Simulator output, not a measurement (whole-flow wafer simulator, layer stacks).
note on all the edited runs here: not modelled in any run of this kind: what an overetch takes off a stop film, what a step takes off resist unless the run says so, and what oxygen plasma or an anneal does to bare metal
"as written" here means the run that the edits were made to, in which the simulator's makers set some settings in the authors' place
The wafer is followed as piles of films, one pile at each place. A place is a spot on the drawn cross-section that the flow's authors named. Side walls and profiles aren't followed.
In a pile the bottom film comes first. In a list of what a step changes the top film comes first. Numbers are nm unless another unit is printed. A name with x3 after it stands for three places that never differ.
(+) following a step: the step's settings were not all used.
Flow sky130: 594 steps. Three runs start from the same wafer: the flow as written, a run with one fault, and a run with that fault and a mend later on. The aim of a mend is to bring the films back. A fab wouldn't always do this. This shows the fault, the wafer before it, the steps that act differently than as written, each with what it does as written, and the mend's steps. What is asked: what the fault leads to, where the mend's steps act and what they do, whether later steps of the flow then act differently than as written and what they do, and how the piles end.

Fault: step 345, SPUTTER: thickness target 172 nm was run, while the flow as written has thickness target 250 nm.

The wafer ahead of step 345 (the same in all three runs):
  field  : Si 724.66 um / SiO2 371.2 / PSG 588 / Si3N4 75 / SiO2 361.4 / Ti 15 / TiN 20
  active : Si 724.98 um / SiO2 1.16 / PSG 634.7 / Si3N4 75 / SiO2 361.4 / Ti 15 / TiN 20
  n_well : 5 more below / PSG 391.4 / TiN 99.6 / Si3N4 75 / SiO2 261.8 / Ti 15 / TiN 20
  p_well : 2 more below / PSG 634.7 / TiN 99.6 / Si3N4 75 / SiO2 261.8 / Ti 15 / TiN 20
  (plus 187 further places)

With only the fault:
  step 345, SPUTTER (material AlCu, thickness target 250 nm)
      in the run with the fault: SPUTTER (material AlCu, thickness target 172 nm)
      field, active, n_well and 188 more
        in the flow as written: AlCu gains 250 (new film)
        in the run with the fault: AlCu gains 172 (new film)
  Steps later in the flow that act otherwise than as written (3 more steps, not shown, differ only slightly: by at most 2% or 0.5 nm, whichever is larger):
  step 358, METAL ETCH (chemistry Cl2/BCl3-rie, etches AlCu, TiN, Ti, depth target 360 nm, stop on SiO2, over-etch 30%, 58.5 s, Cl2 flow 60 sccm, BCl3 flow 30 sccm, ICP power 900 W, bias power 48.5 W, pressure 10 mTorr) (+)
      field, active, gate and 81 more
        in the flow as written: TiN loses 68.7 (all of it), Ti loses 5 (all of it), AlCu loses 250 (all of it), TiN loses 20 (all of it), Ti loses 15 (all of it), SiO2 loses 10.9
        in the run with the fault: TiN loses 68.7 (all of it), Ti loses 5 (all of it), AlCu loses 172 (all of it), TiN loses 20 (all of it), Ti loses 15 (all of it), SiO2 loses 18.7
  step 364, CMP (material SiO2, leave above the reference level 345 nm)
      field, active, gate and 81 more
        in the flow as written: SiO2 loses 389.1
        in the run with the fault: SiO2 loses 459.3
  By the end, the piles at n_well, p_well, gate_hv and 120 more depart from the flow's by more than 2% or 0.5 nm, whichever is larger.
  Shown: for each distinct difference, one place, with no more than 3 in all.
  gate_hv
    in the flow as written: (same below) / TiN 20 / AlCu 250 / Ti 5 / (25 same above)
    in the run with the fault: (same below) / TiN 20 / AlCu 172 / Ti 5 / (25 same above)
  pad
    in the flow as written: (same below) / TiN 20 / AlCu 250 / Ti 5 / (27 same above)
    in the run with the fault: (same below) / TiN 20 / AlCu 172 / Ti 5 / (27 same above)
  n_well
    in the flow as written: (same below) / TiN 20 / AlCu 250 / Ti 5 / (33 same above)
    in the run with the fault: (same below) / TiN 20 / AlCu 172 / Ti 5 / (33 same above)

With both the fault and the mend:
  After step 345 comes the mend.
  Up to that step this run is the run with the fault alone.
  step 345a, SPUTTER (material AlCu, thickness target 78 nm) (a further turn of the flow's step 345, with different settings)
      field, active, n_well and 188 more
        AlCu gains 78
  None of the later steps of the flow acts differently than as written at any place that is followed.
  The piles end the same as the flow's at every place that both follow.
